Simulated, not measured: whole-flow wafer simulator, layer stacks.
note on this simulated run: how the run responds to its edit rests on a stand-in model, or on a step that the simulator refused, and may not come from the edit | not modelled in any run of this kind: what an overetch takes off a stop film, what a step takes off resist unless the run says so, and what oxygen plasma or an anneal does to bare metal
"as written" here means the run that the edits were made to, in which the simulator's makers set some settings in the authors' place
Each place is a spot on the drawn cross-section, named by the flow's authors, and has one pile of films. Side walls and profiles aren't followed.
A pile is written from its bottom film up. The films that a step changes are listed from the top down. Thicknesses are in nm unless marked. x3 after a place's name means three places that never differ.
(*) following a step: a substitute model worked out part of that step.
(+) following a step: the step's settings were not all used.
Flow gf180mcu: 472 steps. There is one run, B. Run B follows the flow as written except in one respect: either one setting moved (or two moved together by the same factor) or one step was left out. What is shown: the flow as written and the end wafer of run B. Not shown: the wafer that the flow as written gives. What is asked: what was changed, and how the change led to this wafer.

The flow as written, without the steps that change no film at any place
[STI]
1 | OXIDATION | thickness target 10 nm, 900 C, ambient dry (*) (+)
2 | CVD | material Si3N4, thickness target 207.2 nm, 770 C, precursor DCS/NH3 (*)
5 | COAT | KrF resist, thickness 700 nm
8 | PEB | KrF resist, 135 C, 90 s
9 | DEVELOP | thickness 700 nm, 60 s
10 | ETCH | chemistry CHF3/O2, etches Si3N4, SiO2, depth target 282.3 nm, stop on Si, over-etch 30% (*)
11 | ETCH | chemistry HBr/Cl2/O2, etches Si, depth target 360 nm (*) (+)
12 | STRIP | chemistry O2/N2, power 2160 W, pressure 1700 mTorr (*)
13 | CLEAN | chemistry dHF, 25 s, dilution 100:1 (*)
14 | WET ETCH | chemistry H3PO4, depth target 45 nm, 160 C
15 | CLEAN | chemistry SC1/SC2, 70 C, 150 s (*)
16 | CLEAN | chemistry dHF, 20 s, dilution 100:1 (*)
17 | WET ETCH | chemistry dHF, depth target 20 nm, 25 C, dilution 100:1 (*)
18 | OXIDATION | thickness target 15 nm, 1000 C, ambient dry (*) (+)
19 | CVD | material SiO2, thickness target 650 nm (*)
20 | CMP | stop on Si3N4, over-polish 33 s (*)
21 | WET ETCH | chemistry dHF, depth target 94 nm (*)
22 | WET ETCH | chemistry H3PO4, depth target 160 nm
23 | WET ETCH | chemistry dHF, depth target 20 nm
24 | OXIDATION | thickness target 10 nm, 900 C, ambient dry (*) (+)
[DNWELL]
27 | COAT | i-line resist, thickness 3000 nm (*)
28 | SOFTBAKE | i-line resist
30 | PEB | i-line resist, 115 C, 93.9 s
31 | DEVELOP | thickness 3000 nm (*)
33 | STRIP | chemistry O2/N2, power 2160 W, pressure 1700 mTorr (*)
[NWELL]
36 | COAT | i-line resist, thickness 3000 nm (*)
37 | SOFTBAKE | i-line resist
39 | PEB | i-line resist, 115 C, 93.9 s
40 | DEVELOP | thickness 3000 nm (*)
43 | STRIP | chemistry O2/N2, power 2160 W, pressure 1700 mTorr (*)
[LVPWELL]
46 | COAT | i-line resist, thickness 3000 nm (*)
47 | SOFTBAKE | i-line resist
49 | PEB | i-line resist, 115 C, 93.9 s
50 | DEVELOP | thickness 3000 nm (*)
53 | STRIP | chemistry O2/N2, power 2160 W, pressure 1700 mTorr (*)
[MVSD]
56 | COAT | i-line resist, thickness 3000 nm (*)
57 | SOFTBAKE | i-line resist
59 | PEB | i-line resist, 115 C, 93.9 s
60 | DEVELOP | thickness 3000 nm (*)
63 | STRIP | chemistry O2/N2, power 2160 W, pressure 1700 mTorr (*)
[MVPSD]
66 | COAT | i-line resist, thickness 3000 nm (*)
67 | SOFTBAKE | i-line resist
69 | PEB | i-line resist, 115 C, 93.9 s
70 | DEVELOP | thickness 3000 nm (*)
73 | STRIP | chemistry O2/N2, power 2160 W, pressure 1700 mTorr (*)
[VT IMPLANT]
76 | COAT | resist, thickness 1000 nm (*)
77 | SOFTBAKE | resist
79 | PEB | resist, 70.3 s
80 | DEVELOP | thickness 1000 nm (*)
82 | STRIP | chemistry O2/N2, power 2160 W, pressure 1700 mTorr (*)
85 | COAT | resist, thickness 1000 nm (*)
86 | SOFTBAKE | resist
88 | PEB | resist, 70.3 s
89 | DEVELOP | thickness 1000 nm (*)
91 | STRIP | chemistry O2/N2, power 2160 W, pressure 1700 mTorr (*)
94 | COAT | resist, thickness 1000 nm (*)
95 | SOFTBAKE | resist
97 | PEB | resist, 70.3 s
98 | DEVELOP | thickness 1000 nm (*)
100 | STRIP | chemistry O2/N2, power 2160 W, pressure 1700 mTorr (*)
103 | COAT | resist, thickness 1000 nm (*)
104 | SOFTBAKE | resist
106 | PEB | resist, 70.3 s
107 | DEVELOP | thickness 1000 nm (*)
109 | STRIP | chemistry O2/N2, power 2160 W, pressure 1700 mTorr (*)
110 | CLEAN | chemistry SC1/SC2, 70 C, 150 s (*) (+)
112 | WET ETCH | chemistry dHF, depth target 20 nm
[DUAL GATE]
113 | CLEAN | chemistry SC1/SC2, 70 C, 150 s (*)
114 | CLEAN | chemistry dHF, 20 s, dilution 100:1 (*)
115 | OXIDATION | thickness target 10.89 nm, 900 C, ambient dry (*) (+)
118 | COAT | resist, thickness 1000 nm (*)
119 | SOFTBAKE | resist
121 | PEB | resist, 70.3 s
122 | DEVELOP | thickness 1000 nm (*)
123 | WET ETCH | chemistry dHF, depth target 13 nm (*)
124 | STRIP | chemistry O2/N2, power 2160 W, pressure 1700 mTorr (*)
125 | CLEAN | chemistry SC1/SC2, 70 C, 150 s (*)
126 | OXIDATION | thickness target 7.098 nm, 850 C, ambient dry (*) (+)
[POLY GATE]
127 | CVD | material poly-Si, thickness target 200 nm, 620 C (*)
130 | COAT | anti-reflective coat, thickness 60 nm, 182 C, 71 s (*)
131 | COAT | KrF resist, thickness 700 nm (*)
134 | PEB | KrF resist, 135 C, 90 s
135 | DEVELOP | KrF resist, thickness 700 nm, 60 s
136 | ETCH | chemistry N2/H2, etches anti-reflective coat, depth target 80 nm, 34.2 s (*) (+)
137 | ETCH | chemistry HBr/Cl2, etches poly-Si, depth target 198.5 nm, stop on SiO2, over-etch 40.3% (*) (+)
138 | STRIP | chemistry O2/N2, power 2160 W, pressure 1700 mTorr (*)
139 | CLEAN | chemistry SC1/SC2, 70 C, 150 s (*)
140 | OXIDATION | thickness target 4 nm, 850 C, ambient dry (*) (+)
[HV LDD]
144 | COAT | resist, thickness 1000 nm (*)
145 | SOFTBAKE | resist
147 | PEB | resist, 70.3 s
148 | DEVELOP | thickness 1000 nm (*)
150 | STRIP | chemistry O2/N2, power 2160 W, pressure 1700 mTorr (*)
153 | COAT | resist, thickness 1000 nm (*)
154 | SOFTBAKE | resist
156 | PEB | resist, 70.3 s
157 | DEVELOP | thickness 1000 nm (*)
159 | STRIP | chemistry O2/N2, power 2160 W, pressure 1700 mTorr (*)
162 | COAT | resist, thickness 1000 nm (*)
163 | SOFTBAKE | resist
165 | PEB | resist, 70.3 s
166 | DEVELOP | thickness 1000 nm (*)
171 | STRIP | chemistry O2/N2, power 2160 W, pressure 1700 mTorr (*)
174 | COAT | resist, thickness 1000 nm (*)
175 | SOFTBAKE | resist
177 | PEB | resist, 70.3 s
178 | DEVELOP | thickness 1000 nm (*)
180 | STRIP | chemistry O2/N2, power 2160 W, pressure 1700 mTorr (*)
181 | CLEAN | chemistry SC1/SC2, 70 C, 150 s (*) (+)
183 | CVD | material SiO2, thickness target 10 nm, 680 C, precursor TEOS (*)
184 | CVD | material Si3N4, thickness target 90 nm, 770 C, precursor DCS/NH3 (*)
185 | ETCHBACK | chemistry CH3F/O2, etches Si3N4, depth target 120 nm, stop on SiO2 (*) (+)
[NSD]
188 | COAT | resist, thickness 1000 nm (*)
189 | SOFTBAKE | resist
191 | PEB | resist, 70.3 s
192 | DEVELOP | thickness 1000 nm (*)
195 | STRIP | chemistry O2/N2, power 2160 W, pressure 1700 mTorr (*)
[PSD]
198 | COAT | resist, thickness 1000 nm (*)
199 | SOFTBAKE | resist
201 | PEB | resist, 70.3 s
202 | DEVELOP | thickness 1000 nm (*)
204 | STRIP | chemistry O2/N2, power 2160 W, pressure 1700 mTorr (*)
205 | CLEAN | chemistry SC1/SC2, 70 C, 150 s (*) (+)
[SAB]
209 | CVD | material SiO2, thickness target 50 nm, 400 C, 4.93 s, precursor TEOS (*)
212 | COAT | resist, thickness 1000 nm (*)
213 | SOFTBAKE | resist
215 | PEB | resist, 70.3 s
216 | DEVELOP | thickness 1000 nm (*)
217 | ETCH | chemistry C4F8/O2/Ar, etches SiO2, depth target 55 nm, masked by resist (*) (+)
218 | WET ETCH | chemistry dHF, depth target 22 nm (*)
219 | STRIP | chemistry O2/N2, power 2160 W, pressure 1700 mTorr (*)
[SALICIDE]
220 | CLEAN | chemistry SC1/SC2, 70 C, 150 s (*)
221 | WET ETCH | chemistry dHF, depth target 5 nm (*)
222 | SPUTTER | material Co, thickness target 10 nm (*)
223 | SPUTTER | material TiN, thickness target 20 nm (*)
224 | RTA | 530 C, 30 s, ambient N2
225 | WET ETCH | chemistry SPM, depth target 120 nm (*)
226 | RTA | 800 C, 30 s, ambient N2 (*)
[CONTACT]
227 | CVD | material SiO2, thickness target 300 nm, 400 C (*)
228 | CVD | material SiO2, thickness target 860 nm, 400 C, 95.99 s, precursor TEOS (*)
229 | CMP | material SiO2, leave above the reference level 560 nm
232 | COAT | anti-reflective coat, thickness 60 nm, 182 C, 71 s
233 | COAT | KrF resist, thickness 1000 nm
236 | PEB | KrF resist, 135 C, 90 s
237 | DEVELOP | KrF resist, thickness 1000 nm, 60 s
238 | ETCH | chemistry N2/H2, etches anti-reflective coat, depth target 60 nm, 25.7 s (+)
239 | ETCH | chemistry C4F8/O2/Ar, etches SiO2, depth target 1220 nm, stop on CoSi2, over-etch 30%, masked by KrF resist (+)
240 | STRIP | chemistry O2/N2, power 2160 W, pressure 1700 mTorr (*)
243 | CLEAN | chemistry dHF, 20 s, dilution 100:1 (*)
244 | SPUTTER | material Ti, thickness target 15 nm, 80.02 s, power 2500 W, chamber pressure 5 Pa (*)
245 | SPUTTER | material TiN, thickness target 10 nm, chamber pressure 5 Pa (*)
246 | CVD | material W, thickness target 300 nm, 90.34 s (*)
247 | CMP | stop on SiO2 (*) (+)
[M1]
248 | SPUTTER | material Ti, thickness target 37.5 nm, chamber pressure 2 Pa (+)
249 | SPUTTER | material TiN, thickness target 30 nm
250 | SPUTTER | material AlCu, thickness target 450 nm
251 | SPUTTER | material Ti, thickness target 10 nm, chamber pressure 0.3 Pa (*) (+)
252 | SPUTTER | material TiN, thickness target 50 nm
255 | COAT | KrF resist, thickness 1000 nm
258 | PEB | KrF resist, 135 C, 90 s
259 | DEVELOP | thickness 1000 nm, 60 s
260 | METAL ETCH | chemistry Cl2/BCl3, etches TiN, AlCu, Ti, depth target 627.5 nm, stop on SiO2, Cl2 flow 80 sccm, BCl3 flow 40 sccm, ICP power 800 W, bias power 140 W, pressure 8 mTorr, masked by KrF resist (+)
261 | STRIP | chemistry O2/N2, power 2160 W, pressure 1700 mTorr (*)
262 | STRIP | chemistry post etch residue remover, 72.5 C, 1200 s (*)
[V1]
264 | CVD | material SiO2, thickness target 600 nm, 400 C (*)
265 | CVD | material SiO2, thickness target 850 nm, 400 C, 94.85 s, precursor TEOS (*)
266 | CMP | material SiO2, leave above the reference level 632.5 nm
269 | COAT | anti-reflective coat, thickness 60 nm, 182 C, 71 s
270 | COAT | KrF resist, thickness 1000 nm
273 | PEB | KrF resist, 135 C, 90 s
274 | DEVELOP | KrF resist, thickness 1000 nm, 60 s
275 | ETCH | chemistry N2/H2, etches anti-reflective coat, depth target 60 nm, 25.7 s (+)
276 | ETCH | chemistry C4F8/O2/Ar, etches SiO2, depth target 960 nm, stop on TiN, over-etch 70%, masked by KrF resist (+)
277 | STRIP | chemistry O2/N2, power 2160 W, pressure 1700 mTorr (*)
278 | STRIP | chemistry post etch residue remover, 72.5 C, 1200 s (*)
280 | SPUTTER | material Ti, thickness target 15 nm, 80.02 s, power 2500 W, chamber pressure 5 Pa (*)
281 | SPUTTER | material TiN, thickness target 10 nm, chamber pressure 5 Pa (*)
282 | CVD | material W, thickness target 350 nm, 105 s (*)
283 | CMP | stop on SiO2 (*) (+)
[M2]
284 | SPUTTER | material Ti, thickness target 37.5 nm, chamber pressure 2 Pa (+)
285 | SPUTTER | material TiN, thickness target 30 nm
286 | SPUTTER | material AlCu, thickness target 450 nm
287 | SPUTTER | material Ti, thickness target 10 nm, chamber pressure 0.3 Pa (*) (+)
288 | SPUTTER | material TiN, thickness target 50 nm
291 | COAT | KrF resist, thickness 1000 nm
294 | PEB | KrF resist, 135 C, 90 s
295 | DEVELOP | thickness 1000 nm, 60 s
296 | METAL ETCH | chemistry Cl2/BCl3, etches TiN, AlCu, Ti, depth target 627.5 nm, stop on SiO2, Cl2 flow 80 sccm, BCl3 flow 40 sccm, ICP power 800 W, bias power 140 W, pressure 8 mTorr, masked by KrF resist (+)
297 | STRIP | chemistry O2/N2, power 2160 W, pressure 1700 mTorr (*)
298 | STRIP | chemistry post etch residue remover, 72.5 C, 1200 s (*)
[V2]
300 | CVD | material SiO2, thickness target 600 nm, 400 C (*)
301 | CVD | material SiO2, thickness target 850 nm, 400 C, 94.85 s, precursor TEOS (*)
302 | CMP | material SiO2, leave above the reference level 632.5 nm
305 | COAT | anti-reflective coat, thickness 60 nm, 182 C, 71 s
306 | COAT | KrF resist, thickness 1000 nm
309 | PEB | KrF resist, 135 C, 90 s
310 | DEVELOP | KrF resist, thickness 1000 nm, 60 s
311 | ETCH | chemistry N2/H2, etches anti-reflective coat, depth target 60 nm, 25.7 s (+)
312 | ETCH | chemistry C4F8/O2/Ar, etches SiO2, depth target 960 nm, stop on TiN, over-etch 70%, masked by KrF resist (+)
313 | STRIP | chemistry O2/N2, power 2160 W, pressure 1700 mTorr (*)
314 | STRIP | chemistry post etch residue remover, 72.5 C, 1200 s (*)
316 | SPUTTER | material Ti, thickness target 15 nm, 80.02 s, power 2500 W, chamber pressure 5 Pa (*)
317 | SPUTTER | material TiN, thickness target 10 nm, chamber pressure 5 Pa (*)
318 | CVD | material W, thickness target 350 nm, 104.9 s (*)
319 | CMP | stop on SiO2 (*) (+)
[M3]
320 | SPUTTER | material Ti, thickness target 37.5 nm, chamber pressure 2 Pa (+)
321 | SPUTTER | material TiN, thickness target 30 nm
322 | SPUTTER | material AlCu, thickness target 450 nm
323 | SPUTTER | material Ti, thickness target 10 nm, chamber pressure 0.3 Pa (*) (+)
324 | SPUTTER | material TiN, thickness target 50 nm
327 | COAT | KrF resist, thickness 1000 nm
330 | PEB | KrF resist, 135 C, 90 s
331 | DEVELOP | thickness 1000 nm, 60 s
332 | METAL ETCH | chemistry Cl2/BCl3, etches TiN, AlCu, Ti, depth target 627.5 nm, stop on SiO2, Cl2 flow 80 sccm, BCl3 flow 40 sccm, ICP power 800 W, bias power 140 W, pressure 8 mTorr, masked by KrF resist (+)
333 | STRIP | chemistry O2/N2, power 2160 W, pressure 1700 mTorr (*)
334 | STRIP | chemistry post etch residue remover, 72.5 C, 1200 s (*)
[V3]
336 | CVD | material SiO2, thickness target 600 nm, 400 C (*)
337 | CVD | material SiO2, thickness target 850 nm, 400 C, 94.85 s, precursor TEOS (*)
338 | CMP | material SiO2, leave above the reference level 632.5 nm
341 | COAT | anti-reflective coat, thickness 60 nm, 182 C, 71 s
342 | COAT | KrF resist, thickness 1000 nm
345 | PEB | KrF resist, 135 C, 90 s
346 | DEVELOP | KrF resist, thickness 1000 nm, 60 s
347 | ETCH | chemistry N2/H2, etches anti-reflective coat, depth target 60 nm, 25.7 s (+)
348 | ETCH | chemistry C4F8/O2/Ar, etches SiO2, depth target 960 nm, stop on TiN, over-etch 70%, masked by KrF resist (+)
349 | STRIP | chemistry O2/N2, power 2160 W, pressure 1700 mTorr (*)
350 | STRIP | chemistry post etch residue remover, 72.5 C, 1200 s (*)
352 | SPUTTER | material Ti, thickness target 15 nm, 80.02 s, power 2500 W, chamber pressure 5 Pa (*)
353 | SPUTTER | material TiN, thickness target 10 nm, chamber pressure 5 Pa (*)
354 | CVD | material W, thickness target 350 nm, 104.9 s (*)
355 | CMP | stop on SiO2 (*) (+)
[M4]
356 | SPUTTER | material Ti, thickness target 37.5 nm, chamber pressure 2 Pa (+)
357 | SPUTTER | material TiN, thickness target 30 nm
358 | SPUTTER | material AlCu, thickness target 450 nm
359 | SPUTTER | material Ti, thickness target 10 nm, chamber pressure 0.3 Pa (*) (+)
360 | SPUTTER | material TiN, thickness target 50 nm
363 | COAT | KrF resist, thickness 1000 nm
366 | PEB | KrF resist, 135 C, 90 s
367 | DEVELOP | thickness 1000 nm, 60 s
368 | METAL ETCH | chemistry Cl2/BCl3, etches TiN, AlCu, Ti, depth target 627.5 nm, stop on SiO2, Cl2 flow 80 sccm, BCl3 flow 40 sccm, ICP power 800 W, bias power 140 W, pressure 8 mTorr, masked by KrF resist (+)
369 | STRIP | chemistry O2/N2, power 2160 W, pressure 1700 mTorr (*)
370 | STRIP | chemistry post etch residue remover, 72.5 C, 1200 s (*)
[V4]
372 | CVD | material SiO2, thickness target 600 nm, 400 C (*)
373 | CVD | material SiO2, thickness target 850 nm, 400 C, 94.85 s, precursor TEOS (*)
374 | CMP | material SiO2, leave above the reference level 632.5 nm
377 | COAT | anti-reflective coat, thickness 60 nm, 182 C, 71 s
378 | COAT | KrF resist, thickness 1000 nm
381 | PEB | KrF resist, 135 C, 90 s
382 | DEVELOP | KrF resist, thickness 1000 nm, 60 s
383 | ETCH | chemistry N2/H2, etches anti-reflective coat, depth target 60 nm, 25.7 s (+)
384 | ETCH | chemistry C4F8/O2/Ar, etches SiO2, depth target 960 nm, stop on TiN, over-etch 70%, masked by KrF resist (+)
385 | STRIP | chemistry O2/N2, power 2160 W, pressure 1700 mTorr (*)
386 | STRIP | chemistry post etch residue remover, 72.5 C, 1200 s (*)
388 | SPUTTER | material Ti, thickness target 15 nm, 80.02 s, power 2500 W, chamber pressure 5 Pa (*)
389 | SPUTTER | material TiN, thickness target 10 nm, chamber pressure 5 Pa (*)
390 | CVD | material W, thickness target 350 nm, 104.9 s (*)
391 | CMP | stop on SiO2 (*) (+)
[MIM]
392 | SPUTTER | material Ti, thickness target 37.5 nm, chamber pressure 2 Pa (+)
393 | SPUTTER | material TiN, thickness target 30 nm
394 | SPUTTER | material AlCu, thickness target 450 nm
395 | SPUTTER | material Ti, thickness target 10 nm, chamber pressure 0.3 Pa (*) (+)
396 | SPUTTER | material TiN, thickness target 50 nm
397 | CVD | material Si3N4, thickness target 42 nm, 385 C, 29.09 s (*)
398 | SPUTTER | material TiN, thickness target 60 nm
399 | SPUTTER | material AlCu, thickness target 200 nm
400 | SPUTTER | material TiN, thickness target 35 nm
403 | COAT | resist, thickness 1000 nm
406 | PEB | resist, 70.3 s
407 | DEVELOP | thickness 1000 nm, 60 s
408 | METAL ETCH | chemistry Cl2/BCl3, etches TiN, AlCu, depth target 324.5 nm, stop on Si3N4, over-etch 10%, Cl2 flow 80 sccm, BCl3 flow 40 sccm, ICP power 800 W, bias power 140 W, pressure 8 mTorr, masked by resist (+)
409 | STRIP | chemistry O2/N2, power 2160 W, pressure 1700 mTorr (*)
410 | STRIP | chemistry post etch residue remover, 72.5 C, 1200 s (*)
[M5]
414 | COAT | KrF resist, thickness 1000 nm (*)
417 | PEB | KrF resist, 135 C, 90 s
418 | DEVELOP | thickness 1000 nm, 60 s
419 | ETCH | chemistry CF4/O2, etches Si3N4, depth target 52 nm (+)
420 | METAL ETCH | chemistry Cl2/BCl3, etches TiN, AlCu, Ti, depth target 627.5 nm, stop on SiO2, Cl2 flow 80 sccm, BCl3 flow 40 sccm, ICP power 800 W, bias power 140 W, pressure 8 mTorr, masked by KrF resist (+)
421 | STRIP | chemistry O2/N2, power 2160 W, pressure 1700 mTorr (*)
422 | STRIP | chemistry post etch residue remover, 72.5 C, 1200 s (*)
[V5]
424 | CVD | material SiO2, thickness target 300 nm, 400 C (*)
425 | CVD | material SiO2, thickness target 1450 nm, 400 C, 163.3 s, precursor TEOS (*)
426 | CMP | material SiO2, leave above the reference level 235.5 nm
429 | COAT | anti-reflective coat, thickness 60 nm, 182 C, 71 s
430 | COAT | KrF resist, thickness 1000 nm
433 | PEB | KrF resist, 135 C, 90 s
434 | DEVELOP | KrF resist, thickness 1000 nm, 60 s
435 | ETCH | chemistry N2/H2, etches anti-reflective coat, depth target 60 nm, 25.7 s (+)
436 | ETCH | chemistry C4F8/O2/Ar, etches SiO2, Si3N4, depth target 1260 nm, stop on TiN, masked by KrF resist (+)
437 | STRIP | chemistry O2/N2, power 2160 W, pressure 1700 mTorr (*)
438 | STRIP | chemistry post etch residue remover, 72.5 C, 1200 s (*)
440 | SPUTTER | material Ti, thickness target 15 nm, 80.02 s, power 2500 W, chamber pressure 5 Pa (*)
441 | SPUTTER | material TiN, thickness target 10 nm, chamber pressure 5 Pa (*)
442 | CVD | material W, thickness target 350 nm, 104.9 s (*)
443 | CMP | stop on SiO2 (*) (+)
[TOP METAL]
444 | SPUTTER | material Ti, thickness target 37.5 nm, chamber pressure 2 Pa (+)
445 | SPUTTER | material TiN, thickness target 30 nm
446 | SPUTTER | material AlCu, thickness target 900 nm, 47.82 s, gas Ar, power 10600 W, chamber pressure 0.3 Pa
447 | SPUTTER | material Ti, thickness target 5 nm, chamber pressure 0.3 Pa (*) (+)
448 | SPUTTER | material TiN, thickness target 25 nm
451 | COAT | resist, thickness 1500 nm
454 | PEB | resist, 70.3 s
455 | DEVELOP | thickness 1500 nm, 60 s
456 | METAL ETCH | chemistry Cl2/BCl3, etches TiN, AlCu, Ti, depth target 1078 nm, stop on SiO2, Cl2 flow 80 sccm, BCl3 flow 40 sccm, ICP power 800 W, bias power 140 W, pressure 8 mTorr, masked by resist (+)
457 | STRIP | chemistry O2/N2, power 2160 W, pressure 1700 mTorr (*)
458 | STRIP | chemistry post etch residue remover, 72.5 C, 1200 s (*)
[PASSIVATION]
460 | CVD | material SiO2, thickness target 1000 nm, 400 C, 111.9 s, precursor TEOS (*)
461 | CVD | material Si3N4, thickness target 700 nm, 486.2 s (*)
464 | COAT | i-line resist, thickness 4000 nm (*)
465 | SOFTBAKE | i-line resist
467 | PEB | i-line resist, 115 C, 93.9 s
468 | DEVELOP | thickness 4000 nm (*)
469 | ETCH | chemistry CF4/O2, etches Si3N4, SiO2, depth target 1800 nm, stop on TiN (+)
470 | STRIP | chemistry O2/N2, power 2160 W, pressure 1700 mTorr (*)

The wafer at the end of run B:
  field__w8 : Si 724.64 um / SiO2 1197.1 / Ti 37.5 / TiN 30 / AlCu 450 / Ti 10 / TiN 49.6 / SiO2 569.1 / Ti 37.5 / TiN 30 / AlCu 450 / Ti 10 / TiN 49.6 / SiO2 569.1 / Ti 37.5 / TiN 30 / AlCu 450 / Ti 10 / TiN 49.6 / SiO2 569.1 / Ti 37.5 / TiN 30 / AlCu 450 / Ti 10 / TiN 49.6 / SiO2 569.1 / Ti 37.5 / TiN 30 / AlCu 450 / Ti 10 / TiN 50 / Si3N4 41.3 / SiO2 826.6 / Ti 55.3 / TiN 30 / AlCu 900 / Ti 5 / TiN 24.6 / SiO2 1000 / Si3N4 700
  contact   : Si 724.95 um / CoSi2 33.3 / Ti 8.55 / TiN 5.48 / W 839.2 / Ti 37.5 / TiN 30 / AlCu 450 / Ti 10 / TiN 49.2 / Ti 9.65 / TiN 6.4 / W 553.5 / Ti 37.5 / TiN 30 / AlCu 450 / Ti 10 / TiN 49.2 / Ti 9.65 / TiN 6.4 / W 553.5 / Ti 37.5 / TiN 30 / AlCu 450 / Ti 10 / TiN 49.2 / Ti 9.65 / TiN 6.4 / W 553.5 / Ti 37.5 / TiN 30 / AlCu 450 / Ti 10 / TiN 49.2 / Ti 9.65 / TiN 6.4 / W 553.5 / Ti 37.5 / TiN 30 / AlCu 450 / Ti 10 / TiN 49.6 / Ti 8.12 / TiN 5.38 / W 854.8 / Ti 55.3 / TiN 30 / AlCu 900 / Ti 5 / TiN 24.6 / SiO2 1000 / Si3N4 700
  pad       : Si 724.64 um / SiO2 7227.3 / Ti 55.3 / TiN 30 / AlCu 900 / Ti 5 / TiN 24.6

Cause: step 444, SPUTTER: thickness target 55.3 nm was run, while the flow as written has thickness target 37.5 nm.
The wafer lets one read it off: field__w8 has Ti 55.3, and step 444 as written asks for 37.5 nm.

Step by step, how the change led to this:
  444 | SPUTTER | material Ti, thickness target 37.5 nm, chamber pressure 2 Pa (+)
      field, field__w1, field__w2 and 109 more: +55.3 Ti (new film) (in the flow as written it would be: +37.5 Ti (new film))
  456 | METAL ETCH | chemistry Cl2/BCl3, etches TiN, AlCu, Ti, depth target 1078 nm, stop on SiO2, Cl2 flow 80 sccm, BCl3 flow 40 sccm, ICP power 800 W, bias power 140 W, pressure 8 mTorr, masked by resist (+)
      field, field__w1, field__w2 and 103 more: -25 TiN (all of it), -5 Ti (all of it), -900 AlCu (all of it), -30 TiN (all of it), -55.3 Ti (all of it) (in the flow as written it would be: -25 TiN (all of it), -5 Ti (all of it), -900 AlCu (all of it), -30 TiN (all of it), -37.5 Ti (all of it))
  465 | SOFTBAKE | i-line resist
      gate: -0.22 i-line resist (in the flow as written it would be: +1.79 i-line resist)
      ld_fp_p, ld_drift_p: +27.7 i-line resist (in the flow as written it would be: +33.8 i-line resist)
      (also at 64 further places)
